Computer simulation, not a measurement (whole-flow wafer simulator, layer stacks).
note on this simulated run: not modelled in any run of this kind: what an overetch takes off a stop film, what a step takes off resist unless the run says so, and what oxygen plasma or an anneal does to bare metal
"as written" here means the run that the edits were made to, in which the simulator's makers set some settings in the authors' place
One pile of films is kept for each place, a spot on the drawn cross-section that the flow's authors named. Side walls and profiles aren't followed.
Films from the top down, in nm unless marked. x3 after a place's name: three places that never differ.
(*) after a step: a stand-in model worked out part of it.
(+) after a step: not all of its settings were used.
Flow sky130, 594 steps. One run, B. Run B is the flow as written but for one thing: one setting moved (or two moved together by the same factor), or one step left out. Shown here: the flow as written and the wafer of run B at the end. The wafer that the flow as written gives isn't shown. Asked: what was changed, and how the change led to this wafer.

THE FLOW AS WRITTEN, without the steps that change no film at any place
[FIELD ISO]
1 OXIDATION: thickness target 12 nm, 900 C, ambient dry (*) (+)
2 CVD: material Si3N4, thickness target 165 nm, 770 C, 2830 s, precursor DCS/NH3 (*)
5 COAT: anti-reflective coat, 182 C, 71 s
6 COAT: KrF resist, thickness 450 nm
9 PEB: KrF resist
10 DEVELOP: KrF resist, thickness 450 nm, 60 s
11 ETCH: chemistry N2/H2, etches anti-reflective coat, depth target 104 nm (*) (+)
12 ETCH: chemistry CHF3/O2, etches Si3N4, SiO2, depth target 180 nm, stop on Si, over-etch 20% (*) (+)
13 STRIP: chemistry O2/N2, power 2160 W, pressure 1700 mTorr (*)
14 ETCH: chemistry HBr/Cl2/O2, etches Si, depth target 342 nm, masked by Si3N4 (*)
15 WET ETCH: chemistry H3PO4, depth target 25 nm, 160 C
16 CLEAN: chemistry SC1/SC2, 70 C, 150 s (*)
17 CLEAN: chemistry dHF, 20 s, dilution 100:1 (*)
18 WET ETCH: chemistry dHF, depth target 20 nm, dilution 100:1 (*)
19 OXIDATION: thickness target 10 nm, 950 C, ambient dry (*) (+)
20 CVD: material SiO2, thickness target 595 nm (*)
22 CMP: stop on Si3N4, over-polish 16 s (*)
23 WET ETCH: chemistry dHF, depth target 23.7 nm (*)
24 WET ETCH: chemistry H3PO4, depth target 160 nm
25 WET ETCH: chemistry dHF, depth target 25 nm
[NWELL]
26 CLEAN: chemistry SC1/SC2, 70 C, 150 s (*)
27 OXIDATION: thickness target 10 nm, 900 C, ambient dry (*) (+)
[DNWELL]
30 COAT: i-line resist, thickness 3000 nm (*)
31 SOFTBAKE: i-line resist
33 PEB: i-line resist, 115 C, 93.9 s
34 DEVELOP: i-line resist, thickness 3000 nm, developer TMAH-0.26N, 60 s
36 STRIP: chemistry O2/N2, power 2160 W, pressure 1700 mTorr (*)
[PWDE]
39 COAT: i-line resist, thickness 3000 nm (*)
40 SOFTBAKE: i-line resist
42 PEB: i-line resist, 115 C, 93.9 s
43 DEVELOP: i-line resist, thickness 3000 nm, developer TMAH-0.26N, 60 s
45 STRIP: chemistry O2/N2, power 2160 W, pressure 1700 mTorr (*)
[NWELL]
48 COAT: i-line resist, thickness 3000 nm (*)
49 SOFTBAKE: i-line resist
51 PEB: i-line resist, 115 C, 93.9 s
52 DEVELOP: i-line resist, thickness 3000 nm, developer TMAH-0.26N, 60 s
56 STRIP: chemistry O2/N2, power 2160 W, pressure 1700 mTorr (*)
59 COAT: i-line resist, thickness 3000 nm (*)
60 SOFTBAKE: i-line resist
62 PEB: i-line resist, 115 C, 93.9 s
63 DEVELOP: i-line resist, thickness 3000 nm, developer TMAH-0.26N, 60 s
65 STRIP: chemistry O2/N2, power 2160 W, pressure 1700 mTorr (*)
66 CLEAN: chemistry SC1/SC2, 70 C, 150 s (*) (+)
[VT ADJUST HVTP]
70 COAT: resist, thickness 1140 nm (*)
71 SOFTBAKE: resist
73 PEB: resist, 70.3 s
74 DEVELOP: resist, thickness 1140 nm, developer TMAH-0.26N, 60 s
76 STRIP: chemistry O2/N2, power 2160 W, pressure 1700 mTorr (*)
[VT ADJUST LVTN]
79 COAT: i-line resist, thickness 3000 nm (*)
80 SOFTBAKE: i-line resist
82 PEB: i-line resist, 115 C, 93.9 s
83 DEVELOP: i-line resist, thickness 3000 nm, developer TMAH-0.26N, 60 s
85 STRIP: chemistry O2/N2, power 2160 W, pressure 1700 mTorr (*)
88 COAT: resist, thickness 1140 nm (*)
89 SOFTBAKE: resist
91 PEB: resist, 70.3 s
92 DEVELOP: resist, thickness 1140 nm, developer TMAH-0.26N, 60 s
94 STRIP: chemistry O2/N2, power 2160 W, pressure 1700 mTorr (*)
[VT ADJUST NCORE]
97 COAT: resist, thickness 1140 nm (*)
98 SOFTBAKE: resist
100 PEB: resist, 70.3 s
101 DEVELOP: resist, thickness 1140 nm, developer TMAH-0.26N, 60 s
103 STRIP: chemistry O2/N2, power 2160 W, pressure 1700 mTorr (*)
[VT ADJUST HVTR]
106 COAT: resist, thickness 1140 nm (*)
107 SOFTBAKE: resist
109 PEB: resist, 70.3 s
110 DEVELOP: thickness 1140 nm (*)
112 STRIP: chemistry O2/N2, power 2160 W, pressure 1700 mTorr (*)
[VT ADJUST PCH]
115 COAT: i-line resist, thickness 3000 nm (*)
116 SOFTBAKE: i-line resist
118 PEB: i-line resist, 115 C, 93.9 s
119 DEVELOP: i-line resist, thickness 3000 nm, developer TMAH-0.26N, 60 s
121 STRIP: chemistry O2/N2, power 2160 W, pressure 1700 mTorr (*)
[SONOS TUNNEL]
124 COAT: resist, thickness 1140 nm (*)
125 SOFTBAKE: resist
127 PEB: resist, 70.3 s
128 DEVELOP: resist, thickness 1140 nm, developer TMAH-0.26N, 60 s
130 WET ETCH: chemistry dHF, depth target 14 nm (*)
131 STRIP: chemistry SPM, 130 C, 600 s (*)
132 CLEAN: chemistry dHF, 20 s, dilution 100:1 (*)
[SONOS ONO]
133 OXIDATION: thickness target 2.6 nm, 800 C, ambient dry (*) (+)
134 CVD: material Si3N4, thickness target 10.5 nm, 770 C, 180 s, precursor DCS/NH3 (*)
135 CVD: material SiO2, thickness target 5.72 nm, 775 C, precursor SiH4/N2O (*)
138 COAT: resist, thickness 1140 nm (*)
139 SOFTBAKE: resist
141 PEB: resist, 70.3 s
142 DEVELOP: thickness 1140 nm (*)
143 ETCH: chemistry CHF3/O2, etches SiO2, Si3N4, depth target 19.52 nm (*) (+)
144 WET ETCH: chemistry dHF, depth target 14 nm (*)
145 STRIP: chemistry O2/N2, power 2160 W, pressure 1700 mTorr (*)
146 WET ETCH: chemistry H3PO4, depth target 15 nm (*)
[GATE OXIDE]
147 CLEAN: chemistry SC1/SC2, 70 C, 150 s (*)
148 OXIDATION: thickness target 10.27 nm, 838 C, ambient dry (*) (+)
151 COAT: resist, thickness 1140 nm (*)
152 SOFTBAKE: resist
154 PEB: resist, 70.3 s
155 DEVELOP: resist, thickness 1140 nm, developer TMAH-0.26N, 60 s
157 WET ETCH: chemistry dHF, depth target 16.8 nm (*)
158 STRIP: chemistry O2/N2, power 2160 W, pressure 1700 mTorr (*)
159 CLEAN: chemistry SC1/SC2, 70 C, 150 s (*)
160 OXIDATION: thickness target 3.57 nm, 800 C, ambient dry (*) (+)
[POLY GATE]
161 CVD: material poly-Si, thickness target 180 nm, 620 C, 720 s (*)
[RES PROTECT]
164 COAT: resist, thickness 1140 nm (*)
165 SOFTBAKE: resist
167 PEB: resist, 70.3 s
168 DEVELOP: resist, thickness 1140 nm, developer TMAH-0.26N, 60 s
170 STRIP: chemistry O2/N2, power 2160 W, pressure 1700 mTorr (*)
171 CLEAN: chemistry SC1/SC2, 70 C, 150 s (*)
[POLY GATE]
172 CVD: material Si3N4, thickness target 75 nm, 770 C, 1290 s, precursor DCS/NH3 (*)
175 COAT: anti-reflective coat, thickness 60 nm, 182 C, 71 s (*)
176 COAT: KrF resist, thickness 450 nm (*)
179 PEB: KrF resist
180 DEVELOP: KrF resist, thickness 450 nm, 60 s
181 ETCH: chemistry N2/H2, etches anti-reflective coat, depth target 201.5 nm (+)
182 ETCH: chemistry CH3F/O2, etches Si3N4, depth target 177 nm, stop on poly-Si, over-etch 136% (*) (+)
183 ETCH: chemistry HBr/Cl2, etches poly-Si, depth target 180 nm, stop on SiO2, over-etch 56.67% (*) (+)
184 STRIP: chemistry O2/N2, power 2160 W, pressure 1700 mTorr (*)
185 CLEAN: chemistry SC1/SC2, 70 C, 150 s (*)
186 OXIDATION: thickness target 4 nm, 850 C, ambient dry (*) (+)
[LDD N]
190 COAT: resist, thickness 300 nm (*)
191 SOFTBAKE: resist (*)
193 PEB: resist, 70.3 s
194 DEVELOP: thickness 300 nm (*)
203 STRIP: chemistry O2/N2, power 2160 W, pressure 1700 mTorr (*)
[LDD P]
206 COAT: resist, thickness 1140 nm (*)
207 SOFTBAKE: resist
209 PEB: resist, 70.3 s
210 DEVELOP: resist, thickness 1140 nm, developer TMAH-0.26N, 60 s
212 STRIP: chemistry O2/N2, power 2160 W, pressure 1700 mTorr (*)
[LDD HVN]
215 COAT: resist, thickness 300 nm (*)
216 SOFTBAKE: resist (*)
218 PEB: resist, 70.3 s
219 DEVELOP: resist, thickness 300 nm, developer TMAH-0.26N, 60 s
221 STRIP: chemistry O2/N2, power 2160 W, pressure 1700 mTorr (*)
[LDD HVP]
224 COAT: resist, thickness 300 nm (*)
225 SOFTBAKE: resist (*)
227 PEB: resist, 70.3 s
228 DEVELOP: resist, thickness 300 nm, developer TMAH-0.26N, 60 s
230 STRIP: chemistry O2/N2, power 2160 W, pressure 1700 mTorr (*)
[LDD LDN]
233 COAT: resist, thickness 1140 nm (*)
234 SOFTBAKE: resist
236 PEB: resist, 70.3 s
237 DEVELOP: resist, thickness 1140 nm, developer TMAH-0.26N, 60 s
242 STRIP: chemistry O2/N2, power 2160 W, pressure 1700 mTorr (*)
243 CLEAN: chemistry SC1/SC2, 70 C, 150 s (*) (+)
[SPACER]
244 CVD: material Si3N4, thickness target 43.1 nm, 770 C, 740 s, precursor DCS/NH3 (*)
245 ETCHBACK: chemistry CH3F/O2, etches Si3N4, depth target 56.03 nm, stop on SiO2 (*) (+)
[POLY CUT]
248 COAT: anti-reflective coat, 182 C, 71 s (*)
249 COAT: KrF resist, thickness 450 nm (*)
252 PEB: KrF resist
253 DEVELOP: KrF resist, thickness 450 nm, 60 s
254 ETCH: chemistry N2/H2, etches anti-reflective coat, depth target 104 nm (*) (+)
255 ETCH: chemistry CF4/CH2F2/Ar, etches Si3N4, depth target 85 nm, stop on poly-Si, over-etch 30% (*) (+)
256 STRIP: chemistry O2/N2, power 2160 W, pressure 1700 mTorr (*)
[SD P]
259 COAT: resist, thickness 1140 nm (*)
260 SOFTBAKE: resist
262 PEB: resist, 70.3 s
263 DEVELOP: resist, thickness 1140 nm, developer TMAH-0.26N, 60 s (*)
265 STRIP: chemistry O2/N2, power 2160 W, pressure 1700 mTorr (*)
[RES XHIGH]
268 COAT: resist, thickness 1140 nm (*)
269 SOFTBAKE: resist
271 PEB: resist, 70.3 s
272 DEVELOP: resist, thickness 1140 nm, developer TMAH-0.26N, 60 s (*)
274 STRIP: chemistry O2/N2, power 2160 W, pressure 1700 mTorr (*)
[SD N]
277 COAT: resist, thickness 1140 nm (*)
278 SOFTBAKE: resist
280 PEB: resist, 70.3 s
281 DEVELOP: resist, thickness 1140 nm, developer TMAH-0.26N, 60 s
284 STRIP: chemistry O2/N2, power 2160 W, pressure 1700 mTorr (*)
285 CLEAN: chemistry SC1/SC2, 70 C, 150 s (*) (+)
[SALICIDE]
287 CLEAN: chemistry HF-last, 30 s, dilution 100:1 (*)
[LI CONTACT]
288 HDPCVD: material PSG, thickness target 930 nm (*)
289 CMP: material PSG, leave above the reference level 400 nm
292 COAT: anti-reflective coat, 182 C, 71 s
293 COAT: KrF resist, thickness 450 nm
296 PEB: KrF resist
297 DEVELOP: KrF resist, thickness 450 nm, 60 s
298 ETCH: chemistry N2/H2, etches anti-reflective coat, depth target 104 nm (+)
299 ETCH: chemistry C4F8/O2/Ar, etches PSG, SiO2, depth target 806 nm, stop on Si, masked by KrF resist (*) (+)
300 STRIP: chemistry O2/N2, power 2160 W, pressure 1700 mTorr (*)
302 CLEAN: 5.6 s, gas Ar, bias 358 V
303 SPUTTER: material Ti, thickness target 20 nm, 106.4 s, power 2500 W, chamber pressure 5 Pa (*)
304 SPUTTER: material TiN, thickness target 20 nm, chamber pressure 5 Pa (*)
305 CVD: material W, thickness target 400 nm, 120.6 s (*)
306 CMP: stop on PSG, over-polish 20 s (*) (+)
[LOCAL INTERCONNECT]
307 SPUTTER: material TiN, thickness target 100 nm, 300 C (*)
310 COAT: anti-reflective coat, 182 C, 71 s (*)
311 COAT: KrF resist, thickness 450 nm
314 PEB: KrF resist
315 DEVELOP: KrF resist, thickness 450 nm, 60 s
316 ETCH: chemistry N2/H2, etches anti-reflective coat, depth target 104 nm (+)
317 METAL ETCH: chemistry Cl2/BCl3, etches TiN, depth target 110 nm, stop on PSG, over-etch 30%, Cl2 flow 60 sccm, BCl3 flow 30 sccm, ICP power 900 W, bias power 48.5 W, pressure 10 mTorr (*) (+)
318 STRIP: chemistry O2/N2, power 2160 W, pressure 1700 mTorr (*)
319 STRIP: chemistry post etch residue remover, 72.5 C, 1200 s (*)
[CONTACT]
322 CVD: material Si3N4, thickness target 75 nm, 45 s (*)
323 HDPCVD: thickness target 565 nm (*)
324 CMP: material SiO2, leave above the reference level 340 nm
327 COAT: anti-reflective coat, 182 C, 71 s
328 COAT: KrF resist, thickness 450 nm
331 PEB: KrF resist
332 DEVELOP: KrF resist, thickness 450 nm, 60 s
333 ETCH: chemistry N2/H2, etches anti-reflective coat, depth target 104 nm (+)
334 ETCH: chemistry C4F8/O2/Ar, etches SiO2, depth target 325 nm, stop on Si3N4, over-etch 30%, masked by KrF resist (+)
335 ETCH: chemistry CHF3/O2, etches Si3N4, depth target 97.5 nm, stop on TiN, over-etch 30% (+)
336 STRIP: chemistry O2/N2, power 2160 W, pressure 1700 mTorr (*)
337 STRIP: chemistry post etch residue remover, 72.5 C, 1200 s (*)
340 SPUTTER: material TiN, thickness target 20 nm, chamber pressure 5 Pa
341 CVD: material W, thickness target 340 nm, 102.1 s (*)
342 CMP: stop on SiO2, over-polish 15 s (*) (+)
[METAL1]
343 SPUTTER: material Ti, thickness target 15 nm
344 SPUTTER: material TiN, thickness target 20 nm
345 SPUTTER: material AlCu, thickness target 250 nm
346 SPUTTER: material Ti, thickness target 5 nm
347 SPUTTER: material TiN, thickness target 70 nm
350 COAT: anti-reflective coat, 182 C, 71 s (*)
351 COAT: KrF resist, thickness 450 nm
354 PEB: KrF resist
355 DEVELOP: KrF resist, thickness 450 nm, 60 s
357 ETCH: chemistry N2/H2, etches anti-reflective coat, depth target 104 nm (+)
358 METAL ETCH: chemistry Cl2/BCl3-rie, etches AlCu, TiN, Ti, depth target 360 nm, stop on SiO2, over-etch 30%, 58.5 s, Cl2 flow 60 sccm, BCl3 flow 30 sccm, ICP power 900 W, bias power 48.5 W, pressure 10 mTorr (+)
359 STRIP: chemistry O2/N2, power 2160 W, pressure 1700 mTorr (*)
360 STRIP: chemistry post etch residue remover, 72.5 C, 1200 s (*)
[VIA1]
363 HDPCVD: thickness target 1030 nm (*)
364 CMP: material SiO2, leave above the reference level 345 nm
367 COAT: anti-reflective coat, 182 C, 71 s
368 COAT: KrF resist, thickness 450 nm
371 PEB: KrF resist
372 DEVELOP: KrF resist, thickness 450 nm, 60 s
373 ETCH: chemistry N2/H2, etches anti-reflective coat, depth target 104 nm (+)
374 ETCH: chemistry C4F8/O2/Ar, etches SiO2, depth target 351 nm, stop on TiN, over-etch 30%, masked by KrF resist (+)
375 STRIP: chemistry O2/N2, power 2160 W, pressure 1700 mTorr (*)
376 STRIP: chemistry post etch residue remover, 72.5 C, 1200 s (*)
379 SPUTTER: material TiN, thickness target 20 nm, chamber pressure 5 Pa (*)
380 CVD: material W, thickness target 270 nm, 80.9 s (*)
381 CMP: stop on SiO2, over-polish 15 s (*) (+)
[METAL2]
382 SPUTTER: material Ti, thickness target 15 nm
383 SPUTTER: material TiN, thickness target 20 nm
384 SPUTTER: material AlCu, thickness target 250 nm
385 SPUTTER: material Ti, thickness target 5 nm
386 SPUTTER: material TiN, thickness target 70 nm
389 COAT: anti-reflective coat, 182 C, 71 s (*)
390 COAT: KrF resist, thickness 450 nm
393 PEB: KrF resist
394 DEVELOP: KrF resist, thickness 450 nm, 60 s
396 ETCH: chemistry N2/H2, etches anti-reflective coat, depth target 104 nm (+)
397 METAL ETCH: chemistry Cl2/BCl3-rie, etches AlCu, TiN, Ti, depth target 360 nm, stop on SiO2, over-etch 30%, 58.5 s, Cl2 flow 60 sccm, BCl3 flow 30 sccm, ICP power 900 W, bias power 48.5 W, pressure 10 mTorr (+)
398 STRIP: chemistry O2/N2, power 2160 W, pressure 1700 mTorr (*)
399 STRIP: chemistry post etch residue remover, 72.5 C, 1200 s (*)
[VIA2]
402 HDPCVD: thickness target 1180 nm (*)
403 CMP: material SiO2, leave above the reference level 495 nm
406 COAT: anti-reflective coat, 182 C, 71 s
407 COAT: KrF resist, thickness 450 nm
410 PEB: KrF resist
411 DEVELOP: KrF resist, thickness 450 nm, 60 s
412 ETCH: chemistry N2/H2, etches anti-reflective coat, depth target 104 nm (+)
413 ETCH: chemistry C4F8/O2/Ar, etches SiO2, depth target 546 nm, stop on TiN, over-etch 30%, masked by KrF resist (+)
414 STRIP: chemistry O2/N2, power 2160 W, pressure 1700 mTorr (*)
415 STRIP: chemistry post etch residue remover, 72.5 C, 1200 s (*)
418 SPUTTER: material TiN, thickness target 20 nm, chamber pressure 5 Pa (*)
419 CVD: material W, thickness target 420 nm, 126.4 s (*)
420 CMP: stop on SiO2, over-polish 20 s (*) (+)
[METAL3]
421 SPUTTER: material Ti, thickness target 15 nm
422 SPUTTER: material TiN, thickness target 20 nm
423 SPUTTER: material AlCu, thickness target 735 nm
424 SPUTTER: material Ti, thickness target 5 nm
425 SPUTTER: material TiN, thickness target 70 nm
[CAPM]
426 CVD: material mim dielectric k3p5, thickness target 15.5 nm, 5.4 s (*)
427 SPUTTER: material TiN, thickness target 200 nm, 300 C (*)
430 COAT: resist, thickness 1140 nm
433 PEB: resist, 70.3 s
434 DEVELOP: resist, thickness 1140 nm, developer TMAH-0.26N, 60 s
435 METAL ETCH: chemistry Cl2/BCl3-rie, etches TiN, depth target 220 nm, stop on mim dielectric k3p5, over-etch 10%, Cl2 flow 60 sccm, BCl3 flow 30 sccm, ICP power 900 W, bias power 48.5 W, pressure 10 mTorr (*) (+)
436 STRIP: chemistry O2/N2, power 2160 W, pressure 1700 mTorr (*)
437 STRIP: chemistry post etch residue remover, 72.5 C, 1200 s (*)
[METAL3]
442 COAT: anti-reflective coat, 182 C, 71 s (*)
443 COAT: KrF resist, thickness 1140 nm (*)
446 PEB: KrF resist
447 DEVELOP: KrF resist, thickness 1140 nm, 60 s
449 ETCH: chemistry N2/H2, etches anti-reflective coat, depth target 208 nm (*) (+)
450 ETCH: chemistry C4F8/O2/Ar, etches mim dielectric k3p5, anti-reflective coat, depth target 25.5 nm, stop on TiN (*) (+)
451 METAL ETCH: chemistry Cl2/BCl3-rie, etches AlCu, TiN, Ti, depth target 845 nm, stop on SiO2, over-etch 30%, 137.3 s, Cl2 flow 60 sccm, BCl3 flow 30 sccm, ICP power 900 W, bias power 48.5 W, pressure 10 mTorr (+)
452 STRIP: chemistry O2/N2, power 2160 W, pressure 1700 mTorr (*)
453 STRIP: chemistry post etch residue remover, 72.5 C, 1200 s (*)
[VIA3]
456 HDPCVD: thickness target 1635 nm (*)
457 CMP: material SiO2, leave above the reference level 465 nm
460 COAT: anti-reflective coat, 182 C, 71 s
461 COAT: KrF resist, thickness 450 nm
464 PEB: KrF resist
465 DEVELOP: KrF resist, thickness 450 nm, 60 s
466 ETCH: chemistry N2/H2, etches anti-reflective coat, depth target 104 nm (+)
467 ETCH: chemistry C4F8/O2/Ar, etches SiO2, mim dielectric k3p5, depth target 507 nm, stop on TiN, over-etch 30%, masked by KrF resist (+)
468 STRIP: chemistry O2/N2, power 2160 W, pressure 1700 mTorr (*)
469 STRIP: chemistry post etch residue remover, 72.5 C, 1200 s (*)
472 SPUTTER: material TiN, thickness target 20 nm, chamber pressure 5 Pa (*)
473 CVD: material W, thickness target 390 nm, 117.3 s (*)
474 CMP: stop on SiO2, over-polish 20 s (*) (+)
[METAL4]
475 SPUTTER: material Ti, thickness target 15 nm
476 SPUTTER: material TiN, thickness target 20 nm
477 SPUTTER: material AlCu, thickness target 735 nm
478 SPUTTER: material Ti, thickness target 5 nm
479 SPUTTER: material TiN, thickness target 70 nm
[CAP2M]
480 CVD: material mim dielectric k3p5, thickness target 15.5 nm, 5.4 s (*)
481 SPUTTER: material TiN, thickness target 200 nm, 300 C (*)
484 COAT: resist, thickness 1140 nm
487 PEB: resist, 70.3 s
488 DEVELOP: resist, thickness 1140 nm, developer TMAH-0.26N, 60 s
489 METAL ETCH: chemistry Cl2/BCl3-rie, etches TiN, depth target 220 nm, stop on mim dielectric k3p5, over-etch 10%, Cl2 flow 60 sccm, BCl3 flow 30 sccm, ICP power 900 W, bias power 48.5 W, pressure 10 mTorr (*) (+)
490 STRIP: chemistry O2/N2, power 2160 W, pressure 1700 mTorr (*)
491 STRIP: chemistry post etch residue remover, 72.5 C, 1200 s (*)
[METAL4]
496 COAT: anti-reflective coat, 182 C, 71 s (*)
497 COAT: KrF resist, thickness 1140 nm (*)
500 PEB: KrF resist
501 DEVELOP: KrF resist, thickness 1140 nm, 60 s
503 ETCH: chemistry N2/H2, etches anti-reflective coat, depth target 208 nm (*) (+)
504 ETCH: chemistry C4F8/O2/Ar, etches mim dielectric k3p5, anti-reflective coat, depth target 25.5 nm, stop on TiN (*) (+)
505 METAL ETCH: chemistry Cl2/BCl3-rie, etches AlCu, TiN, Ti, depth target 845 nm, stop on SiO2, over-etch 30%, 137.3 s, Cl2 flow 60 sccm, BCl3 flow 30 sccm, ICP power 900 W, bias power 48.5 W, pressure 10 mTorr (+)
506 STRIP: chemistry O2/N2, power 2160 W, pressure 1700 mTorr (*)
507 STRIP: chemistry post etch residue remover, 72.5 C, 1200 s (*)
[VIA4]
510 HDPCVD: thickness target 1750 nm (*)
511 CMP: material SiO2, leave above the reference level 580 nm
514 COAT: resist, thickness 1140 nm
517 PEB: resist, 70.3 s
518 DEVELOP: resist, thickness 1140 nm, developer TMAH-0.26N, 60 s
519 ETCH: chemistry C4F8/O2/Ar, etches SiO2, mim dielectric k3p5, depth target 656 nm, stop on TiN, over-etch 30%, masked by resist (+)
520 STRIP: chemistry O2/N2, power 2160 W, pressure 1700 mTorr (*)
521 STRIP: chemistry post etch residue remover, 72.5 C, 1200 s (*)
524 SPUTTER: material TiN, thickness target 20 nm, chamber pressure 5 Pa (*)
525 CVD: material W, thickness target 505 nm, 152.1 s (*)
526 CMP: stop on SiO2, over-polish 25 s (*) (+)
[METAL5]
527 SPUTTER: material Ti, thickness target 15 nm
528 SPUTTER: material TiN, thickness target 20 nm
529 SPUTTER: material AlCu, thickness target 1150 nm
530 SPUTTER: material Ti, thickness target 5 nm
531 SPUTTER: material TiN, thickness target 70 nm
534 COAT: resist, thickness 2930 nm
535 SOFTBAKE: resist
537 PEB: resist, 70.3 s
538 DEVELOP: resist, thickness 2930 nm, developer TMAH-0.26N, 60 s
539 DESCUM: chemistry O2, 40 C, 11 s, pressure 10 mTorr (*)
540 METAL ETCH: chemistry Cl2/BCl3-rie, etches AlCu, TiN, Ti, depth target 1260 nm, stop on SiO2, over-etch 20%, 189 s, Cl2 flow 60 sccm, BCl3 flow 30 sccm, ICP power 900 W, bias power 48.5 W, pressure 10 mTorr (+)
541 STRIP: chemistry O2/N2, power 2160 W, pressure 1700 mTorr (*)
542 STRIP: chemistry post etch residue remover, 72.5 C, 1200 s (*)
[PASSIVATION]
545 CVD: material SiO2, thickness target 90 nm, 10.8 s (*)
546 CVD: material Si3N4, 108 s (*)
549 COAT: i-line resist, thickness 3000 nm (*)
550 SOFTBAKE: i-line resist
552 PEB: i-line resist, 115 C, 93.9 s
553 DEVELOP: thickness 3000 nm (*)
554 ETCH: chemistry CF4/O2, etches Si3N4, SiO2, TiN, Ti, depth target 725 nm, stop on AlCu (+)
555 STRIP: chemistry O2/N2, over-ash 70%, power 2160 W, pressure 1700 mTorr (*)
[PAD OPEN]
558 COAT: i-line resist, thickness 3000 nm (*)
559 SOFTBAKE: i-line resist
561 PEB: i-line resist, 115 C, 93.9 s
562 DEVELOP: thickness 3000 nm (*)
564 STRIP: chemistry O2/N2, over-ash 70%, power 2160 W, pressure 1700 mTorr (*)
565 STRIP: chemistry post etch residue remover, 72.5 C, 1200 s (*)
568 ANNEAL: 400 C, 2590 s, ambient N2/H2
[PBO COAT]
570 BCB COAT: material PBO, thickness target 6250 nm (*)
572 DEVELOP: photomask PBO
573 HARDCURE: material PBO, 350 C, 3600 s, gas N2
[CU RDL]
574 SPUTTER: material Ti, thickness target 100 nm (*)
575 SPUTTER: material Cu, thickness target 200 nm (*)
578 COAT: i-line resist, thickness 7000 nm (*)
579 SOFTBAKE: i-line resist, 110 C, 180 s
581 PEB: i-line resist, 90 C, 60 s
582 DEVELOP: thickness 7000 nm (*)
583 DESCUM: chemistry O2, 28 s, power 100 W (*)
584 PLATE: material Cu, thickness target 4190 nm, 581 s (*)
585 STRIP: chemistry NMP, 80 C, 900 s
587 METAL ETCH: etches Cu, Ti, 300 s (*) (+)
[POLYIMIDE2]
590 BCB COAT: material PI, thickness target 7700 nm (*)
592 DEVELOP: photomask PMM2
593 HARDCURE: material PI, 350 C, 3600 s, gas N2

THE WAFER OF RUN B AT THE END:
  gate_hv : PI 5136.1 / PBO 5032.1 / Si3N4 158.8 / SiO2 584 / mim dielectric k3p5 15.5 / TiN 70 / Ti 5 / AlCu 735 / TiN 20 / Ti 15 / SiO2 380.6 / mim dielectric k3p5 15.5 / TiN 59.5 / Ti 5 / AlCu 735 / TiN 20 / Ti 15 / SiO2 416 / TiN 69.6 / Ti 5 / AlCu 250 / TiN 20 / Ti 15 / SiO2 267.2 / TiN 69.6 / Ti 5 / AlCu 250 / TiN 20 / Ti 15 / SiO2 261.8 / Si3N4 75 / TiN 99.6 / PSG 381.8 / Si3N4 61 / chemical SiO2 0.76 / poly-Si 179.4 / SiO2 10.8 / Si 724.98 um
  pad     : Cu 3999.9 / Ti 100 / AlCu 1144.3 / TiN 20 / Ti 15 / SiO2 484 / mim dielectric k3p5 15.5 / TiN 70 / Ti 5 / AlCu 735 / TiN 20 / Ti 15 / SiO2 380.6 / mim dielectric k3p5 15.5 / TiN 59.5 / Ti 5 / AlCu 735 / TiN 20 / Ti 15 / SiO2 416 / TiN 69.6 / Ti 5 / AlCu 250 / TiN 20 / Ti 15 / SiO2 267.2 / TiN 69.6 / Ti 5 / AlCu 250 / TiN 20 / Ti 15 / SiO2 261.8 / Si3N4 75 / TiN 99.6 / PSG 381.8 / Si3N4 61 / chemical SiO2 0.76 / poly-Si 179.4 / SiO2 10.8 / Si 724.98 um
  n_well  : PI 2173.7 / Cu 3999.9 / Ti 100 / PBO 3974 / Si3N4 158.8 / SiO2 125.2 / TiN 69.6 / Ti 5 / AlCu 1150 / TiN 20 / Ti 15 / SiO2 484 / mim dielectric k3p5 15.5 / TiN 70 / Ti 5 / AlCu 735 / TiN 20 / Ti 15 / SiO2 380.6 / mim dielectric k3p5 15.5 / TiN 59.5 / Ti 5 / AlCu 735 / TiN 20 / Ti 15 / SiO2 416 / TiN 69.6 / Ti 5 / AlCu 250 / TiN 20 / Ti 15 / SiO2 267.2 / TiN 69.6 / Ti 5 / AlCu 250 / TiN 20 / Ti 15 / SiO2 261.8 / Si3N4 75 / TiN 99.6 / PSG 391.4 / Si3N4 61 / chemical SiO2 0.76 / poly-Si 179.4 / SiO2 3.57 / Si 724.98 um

The cause: step 425, SPUTTER: thickness target 59.5 nm was run, where the flow has thickness target 70 nm.
It can be read off the wafer: gate_hv has TiN 59.5, and step 425 as written asks for 70 nm.

How the change led to this, step by step:
  425 SPUTTER: material TiN, thickness target 70 nm
      field, active, n_well and 188 more: TiN +59.5 (new film) (as written it would be: TiN +70 (new film))
  451 METAL ETCH: chemistry Cl2/BCl3-rie, etches AlCu, TiN, Ti, depth target 845 nm, stop on SiO2, over-etch 30%, 137.3 s, Cl2 flow 60 sccm, BCl3 flow 30 sccm, ICP power 900 W, bias power 48.5 W, pressure 10 mTorr (+)
      field, gate, spacer and 68 more: TiN -59.5 (all of it), Ti -5 (all of it), AlCu -735 (all of it), TiN -20 (all of it), Ti -15 (all of it), SiO2 -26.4 (as written it would be: TiN -70 (all of it), Ti -5 (all of it), AlCu -735 (all of it), TiN -20 (all of it), Ti -15 (all of it), SiO2 -25.4)
      active, vpp_ln, vpp_iso2 and 11 more: TiN -59.5 (all of it), Ti -5 (all of it), AlCu -735 (all of it), TiN -20 (all of it), Ti -15 (all of it), SiO2 -26.4 (as written it would be: TiN -70 (all of it), Ti -5 (all of it), AlCu -735 (all of it), TiN -20 (all of it), Ti -15 (all of it), SiO2 -25.3)
  467 ETCH: chemistry C4F8/O2/Ar, etches SiO2, mim dielectric k3p5, depth target 507 nm, stop on TiN, over-etch 30%, masked by KrF resist (+)
      m1: SiO2 -385 (all of it), mim dielectric k3p5 -15.5 (all of it) (as written it would be: SiO2 -374.5 (all of it), mim dielectric k3p5 -15.5 (all of it))
      via3_hole: SiO2 -384.4 (all of it), mim dielectric k3p5 -15.5 (all of it) (as written it would be: SiO2 -373.9 (all of it), mim dielectric k3p5 -15.5 (all of it))
